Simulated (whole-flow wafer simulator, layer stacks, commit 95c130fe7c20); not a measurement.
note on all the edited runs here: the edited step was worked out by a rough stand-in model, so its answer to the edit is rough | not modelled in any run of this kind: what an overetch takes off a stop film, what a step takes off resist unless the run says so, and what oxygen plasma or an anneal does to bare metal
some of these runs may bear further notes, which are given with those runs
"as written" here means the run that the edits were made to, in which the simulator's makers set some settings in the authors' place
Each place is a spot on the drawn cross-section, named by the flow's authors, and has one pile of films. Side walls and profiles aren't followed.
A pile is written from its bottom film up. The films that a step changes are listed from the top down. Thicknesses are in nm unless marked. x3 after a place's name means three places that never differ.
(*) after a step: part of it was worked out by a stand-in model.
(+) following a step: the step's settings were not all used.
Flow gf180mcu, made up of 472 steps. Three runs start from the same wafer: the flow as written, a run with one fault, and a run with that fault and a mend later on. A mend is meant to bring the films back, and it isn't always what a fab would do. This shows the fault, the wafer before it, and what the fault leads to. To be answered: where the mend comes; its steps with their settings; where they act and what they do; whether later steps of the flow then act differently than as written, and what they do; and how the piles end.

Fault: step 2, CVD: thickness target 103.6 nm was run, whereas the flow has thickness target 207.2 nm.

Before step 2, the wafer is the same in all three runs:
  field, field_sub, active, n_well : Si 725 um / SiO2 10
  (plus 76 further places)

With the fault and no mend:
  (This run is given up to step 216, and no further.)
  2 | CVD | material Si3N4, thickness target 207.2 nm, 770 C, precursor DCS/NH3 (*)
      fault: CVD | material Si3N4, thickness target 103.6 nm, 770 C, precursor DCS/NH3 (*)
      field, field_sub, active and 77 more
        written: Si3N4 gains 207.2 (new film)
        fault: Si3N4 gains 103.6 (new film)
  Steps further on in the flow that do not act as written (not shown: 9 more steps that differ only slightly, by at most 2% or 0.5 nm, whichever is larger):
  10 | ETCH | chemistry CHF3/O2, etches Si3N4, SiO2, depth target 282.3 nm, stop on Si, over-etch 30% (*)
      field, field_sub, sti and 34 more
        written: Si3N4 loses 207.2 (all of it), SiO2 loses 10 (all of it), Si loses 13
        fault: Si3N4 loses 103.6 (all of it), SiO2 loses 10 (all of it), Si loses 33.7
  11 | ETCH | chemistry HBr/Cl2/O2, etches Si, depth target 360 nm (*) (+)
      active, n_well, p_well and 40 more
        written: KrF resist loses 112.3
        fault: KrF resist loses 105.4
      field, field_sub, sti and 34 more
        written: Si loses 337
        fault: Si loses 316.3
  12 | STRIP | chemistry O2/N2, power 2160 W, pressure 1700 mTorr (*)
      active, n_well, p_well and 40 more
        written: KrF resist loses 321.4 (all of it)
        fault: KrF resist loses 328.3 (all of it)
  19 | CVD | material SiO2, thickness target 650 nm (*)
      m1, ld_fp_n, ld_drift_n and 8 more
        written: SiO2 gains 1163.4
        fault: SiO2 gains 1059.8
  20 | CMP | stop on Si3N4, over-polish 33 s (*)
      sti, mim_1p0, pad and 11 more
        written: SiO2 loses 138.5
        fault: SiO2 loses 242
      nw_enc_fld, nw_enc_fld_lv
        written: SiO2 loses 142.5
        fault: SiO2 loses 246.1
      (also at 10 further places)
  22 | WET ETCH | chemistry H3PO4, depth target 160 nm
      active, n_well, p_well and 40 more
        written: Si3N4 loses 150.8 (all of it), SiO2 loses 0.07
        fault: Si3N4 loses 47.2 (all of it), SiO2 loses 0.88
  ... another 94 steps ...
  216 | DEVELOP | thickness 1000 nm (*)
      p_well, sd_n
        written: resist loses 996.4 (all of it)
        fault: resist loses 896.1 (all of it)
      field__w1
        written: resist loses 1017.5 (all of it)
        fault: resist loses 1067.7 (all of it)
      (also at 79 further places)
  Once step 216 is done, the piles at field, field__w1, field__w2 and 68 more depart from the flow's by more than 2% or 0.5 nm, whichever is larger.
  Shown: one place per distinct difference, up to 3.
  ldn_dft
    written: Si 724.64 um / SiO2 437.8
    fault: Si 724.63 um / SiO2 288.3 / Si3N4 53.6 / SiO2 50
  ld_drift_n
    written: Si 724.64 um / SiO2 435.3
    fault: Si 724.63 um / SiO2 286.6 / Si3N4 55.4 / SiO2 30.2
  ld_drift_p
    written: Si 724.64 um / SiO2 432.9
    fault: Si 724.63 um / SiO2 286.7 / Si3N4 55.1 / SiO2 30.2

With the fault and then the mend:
  The mend stands after step 9.
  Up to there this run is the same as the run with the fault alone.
  9a | STRIP | chemistry O2/N2, power 2160 W, pressure 1700 mTorr (*)
      active, n_well, p_well and 40 more
        KrF resist loses 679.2 (all of it)
  9b | CVD | material Si3N4, thickness target 103.6 nm, 770 C, precursor DCS/NH3 (*) (a further turn of the flow's step 2, with different settings)
      field, field_sub, active and 77 more
        Si3N4 gains 103.6
  9c | HMDS | 120 C, 60 s (a further turn of the flow's step 4)
      alters no film at any place that is followed
  9d | COAT | KrF resist, thickness 700 nm (a further turn of the flow's step 5)
      field, field_sub, active and 77 more
        KrF resist gains 700 (new film)
  9e | SOFTBAKE | KrF resist (a further turn of the flow's step 6)
      alters no film at any place that is followed
  9f | EXPOSE | photomask COMP (a further turn of the flow's step 7)
      alters no film at any place that is followed
  9g | PEB | KrF resist, 135 C, 90 s (a further turn of the flow's step 8)
      field, field_sub, active and 77 more
        KrF resist loses 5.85
  9h | DEVELOP | thickness 700 nm, 60 s (a further turn of the flow's step 9)
      active, n_well, p_well and 40 more
        KrF resist loses 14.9
      field, field_sub, sti and 34 more
        KrF resist loses 694.2 (all of it)
  Later steps of the flow that are run all act as written at every place that is followed, up to a difference of at most 2% or 0.5 nm, whichever is larger.
  By the end, the piles equal the flow's at every place that both follow.
